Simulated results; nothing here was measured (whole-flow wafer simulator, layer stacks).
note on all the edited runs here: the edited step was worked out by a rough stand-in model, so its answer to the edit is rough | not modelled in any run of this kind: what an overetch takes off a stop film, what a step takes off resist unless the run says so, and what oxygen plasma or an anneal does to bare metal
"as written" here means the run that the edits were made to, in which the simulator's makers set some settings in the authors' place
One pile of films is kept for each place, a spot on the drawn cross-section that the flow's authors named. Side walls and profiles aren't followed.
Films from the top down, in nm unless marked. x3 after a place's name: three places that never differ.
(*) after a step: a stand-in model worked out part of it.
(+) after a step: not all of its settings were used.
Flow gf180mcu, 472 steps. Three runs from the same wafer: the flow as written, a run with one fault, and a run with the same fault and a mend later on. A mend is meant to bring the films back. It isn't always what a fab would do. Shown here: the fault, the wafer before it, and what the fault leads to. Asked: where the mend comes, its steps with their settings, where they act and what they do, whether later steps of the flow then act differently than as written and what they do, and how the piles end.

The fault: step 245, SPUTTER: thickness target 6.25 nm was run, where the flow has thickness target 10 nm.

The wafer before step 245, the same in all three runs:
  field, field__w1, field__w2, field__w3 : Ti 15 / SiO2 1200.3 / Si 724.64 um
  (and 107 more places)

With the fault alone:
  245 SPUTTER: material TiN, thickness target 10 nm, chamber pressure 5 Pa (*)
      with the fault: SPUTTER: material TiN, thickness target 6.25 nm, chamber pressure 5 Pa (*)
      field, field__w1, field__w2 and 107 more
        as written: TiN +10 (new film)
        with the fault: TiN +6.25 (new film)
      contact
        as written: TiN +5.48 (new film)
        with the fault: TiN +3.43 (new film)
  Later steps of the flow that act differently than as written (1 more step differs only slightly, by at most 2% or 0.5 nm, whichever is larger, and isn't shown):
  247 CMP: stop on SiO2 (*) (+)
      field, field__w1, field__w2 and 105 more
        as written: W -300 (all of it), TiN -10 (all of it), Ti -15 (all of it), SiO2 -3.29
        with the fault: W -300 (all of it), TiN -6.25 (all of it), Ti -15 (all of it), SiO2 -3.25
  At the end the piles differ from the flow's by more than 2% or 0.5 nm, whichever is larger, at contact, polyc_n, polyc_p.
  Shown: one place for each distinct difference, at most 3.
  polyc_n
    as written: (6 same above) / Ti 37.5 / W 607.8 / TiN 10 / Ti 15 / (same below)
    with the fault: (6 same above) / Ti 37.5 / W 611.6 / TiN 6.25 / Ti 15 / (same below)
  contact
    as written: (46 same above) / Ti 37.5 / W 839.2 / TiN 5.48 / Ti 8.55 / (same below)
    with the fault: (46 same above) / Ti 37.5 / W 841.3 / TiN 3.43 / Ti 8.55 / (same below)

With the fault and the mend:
  The mend comes after step 245.
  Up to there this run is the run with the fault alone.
  245a SPUTTER: material TiN, thickness target 3.75 nm, chamber pressure 5 Pa (*) (the flow's step 245 once more, with other settings)
      field, field__w1, field__w2 and 107 more
        TiN +3.75
      contact
        TiN +2.05
  No later step of the flow acts differently than as written at any place that is followed.
  At the end the piles are the same as the flow's at every place that both follow.
